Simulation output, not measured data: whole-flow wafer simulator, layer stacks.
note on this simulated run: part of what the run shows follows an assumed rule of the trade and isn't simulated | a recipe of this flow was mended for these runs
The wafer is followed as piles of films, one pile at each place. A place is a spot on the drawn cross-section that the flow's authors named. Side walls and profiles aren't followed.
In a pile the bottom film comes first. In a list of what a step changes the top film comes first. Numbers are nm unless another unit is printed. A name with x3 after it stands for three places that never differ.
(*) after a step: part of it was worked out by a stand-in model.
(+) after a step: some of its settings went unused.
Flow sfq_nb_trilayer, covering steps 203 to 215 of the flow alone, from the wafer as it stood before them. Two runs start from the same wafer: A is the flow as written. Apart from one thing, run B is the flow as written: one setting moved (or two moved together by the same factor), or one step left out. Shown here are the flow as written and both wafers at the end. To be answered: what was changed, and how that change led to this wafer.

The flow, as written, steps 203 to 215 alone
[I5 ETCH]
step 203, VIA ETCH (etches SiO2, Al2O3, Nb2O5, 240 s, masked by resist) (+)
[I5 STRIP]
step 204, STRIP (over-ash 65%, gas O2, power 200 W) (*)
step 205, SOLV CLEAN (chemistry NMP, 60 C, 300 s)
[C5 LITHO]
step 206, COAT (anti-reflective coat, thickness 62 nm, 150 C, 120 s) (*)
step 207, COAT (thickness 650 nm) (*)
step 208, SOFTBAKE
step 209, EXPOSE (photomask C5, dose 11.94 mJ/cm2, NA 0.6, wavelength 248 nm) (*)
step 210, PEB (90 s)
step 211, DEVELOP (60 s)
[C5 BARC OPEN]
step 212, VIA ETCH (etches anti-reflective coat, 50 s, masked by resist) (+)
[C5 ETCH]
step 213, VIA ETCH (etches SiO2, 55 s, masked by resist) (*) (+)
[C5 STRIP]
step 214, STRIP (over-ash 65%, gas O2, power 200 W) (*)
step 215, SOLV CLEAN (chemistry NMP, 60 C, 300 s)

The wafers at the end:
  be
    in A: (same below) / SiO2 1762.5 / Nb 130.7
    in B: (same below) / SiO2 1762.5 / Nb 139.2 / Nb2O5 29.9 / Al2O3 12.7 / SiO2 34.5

What caused this: step 203, VIA ETCH: 120 s was run, while the flow as written has 240 s.

The path from the change to this, step by step:
  step 203, VIA ETCH (etches SiO2, Al2O3, Nb2O5, 240 s, masked by resist) (+)
      be: A SiO2 loses 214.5 (all of it), Al2O3 loses 12.7 (all of it), Nb2O5 loses 29.9 (all of it), Nb loses 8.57 | B SiO2 loses 180
      field_l, v_sur, via_wl and 102 more: A KrF-resist-other-grade loses 240 | B KrF-resist-other-grade loses 120
  step 204, STRIP (over-ash 65%, gas O2, power 200 W) (*)
      p4_fl x5, p4_w1 x9, p3_s0 x9, l0r_line_l x3, l0r_space_c x19, m0r_space_l x2: A KrF-resist-other-grade loses 315.7 (all of it), anti-reflective coat loses 62 (all of it) | B KrF-resist-other-grade loses 435.7 (all of it), anti-reflective coat loses 62 (all of it)
      wl_b_sl, wl_b_m5, wl_b_sr and 14 more: A KrF-resist-other-grade loses 315.6 (all of it), anti-reflective coat loses 62 (all of it) | B KrF-resist-other-grade loses 435.6 (all of it), anti-reflective coat loses 62 (all of it)
      (as well as at 41 more places)
  step 206, COAT (anti-reflective coat, thickness 62 nm, 150 C, 120 s) (*)
      be: A anti-reflective coat gains 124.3 (new film) | B anti-reflective coat gains 111.4 (new film)
  step 207, COAT (thickness 650 nm) (*)
      be: A KrF-resist-other-grade gains 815 (new film) | B KrF-resist-other-grade gains 753.2 (new film)
  step 214, STRIP (over-ash 65%, gas O2, power 200 W) (*)
      be: A KrF-resist-other-grade loses 705.8 (all of it), anti-reflective coat loses 124.3 (all of it) | B KrF-resist-other-grade loses 644.1 (all of it), anti-reflective coat loses 111.4 (all of it)
